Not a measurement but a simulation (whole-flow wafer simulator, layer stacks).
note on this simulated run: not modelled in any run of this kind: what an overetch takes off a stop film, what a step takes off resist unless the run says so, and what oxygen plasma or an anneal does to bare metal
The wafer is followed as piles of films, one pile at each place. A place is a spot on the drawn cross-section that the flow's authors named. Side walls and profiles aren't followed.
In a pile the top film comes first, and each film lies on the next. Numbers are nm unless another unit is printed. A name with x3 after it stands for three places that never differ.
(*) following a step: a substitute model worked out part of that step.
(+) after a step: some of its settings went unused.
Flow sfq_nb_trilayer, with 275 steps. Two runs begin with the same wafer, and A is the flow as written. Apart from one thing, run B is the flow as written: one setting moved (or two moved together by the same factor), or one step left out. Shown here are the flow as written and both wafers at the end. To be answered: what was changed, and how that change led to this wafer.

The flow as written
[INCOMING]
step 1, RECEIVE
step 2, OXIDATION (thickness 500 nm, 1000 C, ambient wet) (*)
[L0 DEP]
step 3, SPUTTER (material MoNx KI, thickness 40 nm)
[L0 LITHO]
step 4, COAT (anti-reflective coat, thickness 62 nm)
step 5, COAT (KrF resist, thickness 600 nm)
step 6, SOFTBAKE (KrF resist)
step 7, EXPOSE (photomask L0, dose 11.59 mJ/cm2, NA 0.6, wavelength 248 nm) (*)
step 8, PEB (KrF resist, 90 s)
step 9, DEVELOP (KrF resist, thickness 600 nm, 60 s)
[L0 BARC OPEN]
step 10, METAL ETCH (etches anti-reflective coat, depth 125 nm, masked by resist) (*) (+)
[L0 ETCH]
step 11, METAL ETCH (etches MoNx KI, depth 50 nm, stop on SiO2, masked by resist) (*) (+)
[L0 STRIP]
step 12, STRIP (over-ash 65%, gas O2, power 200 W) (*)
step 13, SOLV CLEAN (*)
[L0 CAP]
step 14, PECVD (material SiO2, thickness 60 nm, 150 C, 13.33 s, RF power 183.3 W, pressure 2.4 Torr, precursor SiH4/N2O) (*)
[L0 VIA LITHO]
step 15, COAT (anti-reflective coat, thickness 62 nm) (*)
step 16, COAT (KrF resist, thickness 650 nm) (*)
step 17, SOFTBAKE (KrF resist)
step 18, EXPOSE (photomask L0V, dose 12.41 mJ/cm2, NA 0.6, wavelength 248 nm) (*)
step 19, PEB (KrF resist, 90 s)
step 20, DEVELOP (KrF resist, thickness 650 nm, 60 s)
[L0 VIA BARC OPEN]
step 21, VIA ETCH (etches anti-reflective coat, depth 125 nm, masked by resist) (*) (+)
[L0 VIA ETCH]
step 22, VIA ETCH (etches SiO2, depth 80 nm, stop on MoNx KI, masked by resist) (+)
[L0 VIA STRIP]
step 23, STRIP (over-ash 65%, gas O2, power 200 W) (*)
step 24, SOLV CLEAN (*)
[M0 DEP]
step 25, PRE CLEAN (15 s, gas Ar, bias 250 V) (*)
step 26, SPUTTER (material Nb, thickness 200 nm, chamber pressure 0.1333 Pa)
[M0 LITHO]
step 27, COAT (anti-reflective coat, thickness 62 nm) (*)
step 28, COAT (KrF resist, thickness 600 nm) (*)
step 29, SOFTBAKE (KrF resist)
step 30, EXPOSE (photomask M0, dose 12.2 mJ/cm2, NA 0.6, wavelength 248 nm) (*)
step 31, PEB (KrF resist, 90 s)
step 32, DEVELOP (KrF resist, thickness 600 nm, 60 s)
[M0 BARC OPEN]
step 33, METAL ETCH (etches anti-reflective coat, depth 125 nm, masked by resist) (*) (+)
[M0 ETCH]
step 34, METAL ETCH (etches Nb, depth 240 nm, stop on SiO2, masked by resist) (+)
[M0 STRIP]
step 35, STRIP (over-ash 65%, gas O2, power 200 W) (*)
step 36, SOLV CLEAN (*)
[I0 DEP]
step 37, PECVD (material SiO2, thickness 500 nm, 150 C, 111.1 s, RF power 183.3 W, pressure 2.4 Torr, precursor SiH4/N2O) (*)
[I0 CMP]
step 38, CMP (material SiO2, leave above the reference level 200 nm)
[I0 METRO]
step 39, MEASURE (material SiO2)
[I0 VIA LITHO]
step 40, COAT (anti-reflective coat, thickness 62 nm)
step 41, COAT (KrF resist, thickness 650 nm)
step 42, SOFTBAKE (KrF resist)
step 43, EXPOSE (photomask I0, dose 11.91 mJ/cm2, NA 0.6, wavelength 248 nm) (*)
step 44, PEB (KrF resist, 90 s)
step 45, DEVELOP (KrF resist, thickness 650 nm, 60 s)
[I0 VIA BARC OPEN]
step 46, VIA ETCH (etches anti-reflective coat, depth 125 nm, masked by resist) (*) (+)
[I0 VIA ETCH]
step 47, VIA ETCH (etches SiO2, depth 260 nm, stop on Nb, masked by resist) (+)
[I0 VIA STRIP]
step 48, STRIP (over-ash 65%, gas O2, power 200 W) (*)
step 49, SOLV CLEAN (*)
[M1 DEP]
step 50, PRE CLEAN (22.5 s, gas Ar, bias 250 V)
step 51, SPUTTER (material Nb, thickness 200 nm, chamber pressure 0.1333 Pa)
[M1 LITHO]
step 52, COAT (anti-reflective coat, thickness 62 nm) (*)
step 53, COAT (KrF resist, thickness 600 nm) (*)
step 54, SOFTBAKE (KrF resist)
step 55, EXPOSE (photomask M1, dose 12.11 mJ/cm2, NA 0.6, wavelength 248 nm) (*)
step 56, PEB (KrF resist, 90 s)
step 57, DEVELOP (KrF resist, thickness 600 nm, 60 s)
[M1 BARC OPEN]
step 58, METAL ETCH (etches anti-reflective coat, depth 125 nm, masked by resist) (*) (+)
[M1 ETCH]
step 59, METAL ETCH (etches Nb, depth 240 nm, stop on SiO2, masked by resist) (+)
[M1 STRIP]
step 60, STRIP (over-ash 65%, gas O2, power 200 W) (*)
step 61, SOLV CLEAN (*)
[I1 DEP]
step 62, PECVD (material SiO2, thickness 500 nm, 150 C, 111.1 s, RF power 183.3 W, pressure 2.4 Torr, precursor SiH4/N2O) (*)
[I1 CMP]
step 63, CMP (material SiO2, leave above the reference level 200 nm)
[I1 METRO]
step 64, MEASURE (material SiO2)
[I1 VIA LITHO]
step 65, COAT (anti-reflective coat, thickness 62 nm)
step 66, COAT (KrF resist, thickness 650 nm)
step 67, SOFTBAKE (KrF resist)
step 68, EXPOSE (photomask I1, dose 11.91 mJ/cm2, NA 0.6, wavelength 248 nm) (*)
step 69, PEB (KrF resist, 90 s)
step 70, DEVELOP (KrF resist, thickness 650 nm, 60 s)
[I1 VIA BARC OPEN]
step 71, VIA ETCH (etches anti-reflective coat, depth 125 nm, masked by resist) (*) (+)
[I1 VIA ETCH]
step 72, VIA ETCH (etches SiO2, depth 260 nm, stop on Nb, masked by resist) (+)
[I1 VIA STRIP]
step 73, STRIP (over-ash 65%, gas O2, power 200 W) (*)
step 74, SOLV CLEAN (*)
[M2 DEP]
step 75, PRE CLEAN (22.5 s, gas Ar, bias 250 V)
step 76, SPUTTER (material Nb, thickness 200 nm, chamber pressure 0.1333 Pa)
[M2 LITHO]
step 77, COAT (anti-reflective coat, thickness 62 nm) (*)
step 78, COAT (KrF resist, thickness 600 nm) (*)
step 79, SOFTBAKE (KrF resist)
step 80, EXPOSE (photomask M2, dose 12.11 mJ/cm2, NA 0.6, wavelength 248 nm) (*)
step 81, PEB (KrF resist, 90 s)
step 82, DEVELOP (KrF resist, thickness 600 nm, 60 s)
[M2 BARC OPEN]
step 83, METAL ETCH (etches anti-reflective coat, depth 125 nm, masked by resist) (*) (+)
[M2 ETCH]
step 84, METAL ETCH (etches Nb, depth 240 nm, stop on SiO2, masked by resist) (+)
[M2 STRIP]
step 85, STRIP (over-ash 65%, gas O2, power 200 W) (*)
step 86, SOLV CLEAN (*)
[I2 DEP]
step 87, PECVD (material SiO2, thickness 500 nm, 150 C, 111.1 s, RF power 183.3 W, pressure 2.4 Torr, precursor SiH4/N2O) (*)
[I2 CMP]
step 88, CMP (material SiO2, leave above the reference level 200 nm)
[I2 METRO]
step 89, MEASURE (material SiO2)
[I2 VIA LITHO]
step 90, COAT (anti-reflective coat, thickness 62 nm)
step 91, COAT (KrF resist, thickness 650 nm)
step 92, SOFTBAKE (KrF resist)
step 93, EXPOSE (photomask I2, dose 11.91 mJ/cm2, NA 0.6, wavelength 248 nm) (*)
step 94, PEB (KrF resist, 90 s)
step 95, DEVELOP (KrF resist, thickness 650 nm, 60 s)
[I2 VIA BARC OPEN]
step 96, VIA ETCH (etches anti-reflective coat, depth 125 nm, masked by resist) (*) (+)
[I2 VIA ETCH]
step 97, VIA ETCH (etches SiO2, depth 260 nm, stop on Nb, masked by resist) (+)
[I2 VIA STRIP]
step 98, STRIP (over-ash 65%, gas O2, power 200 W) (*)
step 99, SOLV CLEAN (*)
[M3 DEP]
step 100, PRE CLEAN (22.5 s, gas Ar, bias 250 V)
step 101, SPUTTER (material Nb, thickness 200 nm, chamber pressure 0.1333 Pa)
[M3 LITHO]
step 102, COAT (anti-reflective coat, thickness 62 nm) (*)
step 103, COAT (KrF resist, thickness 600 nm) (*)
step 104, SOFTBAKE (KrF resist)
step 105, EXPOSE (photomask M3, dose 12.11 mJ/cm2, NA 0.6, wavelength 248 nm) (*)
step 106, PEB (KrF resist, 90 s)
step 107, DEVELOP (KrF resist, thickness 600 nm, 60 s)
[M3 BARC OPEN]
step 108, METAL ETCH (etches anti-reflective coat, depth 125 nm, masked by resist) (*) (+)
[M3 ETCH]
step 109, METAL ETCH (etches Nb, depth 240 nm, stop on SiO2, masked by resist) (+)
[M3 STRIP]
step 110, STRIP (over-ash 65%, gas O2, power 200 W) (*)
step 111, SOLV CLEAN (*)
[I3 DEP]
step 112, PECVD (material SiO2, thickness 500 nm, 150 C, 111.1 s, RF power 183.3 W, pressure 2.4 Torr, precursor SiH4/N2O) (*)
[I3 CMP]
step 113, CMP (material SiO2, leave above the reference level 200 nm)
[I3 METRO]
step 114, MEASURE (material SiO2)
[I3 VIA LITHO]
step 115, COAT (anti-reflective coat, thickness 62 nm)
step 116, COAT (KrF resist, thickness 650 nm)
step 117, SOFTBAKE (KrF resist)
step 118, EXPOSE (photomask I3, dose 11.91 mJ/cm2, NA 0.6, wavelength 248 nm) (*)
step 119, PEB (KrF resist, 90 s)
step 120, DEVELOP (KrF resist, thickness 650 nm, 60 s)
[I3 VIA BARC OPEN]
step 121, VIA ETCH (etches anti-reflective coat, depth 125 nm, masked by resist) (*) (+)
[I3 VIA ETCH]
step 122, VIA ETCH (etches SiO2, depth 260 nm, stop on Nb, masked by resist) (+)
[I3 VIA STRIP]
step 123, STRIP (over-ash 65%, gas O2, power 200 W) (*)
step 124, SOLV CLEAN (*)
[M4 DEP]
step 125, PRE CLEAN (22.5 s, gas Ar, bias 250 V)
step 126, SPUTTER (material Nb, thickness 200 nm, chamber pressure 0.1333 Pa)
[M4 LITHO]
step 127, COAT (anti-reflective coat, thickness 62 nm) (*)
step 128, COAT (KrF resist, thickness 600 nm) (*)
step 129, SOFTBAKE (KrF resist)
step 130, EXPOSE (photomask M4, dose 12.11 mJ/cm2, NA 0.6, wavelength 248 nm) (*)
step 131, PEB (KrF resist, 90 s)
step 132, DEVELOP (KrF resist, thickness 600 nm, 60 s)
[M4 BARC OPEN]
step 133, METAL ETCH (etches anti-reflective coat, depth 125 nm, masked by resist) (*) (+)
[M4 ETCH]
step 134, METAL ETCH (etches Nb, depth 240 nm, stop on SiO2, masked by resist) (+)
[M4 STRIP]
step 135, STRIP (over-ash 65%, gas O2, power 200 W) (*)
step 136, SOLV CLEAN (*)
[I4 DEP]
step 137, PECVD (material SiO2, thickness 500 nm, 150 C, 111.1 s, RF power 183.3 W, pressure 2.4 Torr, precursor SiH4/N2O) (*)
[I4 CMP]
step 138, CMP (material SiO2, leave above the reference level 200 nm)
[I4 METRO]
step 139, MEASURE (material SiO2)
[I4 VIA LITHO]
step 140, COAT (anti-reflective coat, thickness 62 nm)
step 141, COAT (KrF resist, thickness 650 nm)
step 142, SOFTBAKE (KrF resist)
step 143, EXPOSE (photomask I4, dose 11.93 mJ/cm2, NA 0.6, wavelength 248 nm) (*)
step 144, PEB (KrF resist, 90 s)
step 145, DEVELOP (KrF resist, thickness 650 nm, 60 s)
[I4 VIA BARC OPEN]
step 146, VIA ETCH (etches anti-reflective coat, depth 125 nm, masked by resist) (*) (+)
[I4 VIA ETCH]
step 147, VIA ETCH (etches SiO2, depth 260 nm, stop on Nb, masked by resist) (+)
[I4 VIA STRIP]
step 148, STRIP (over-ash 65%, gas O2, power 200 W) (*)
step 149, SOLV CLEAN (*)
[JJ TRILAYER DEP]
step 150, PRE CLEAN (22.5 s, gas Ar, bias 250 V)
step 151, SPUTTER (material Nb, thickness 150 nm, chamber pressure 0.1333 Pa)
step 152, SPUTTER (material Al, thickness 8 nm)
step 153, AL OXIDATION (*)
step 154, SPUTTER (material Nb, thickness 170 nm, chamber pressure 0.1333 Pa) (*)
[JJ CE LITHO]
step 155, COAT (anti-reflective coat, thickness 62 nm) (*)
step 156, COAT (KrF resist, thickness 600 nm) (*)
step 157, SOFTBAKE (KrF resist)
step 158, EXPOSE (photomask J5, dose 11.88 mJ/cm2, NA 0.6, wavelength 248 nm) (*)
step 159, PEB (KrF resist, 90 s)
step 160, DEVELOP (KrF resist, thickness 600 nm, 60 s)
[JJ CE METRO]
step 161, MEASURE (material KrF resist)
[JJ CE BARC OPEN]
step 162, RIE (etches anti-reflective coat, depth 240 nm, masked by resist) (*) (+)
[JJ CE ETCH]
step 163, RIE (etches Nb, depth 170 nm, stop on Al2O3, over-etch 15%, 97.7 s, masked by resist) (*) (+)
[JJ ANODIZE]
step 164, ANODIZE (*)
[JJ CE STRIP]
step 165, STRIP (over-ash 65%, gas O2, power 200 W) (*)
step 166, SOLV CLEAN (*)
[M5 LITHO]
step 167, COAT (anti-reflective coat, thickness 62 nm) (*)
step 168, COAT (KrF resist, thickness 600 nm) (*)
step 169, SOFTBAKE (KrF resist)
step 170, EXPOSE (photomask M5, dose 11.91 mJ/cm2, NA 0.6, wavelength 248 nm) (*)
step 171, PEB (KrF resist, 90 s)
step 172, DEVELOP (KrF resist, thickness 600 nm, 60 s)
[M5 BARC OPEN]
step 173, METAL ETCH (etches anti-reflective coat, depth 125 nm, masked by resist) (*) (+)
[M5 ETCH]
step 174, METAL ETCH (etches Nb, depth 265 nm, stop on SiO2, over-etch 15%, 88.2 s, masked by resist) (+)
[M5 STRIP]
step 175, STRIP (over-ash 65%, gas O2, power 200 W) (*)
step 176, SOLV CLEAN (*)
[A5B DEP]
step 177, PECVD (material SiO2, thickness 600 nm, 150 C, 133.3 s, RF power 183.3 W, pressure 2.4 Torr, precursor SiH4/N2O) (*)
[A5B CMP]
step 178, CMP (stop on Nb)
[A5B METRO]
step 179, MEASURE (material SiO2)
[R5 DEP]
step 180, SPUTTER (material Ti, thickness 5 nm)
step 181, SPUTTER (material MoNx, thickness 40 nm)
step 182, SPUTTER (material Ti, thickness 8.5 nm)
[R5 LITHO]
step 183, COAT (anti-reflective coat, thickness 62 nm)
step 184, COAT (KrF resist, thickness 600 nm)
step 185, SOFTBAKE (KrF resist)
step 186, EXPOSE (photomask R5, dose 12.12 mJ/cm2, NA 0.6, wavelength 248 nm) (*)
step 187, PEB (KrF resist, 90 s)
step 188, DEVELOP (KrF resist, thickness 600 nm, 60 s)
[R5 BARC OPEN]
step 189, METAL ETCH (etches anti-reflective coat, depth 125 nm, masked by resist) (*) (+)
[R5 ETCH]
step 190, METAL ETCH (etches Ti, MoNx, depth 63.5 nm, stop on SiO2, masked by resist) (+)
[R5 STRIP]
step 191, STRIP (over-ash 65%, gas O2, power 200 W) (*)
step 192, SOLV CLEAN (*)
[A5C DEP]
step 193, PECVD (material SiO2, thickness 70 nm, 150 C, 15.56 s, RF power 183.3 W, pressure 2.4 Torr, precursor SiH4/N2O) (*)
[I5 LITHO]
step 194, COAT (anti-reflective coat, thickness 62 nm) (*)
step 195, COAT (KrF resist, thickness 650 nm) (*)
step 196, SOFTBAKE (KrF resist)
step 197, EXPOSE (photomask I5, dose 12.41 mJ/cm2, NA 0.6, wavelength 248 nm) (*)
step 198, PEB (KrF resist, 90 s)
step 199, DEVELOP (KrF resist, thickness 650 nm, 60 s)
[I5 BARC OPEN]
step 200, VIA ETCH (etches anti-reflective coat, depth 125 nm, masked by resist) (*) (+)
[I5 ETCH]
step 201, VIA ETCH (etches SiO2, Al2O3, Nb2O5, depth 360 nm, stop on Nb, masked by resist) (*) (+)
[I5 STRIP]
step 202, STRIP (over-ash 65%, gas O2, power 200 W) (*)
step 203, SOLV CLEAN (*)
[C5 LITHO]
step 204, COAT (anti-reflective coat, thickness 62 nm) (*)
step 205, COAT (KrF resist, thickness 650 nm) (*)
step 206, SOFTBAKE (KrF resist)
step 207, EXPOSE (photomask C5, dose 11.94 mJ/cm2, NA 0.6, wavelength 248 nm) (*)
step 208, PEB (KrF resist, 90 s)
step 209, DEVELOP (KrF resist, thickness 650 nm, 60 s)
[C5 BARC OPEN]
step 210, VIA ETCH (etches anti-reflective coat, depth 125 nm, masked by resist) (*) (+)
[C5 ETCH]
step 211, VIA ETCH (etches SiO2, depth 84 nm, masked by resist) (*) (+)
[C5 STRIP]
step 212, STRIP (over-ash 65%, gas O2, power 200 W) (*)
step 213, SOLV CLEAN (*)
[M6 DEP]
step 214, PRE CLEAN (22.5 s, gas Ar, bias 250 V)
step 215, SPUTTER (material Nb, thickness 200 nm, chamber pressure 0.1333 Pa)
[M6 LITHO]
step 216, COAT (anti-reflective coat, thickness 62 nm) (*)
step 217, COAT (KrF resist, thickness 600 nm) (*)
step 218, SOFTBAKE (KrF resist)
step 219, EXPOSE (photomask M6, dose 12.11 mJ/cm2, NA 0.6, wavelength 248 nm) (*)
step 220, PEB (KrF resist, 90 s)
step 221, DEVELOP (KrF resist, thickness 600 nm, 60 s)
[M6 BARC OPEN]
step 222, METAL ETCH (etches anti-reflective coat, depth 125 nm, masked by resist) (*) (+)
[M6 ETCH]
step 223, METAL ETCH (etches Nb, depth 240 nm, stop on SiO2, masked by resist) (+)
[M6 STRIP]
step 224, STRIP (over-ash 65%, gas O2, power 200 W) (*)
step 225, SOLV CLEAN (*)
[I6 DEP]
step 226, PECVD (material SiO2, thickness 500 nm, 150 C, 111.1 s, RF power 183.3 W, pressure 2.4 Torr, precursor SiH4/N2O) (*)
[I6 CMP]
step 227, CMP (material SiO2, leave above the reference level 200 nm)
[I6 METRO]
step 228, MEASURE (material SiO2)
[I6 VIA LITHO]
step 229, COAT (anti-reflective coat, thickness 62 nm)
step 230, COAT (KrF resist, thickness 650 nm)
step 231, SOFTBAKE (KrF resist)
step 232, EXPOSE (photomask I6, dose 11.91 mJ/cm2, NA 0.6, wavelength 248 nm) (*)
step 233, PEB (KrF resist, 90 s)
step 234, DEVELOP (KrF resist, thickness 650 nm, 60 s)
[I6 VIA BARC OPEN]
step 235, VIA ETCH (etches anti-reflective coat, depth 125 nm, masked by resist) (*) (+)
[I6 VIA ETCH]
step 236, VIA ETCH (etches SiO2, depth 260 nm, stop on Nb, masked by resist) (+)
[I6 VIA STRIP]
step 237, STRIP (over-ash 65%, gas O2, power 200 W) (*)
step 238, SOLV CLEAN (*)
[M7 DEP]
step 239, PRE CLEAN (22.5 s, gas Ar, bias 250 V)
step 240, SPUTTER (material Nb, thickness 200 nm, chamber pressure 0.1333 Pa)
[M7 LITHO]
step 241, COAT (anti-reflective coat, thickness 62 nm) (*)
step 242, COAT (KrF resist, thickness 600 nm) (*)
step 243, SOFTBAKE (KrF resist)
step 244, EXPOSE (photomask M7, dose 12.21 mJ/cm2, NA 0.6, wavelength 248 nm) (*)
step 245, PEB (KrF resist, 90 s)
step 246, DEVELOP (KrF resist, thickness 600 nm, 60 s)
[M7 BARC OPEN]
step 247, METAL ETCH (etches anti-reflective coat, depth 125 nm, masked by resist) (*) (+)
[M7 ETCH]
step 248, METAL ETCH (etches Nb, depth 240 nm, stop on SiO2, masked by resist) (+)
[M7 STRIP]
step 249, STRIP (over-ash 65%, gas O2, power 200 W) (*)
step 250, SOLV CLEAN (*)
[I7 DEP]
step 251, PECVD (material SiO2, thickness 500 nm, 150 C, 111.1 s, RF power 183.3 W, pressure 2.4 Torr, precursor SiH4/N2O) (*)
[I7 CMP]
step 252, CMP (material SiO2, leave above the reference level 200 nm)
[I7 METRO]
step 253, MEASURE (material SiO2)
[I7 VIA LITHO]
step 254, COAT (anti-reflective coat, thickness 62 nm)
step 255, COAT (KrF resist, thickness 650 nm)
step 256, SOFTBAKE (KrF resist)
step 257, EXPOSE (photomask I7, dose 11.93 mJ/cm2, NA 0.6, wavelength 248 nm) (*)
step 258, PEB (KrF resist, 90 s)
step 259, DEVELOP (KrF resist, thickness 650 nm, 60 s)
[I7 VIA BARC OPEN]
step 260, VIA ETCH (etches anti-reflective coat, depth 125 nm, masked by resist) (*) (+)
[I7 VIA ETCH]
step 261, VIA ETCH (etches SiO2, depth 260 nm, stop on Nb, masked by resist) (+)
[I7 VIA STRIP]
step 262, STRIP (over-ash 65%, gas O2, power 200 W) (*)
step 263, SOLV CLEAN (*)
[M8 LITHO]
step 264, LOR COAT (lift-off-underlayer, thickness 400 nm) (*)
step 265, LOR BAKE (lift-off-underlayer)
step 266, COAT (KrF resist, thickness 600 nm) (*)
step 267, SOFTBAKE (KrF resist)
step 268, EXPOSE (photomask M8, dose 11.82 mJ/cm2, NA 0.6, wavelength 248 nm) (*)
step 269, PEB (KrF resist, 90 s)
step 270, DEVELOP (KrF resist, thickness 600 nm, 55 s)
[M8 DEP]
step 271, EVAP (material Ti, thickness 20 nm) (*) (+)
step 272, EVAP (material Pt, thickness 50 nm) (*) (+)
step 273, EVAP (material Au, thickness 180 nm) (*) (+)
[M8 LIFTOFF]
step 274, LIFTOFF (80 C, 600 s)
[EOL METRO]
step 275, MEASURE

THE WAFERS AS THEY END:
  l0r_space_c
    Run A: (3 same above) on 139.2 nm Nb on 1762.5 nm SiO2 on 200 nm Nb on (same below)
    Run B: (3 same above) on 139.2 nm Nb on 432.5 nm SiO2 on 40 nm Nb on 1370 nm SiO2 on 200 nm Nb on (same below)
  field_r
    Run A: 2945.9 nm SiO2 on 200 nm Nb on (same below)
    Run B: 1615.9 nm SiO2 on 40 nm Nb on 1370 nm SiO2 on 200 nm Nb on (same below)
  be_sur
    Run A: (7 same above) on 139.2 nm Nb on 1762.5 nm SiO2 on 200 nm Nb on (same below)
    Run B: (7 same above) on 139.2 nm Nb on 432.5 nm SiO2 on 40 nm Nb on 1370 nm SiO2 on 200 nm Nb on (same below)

What caused this: step 126, SPUTTER: thickness 280 nm was run, though the flow has thickness 200 nm.

How this came from the change, step by step:
  step 126, SPUTTER (material Nb, thickness 200 nm, chamber pressure 0.1333 Pa)
      field_l, v_sur, via_wl and 102 more: A Nb gains 200 (new film) | B Nb gains 280 (new film)
      via_v: A Nb gains 165.5 | B Nb gains 232.8
  step 134, METAL ETCH (etches Nb, depth 240 nm, stop on SiO2, masked by resist) (+)
      field_l, be, be_sur and 64 more: A Nb loses 200 (all of it) | B Nb loses 240
  step 137, PECVD (material SiO2, thickness 500 nm, 150 C, 111.1 s, RF power 183.3 W, pressure 2.4 Torr, precursor SiH4/N2O) (*)
      field_l, be, be_sur and 55 more: A SiO2 gains 500 | B SiO2 gains 500 (new film)
      p3_s0 x6: A SiO2 gains 557.1 | B SiO2 gains 597.1 (new film)
      (also at 3 further places)
  step 138, CMP (material SiO2, leave above the reference level 200 nm)
      field_l, be, be_sur and 55 more: A SiO2 loses 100 | B SiO2 loses 60
      lsp_r, l0_sur, l0v: A SiO2 loses 91.9 | B SiO2 loses 50.3
      (also at 1 further place)
Taking metal films that touch as one body, l0r_space_c has 3 bodies (between them, from the top down: SiO2 432.5; SiO2 1370); the flow as written gives 2 bodies (between them, from the top down: SiO2 1762.5).
Taking metal films that touch as one body, field_r has 2 bodies (between them, from the top down: SiO2 1370); the flow as written gives 1 body.
Taking metal films that touch as one body, be_sur has 5 bodies (between them, from the top down: SiO2 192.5; SiO2 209 / Al2O3 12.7 / Nb2O5 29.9; SiO2 432.5; SiO2 1370); the flow as written gives 4 bodies (between them, from the top down: SiO2 192.5; SiO2 209 / Al2O3 12.7 / Nb2O5 29.9; SiO2 1762.5).
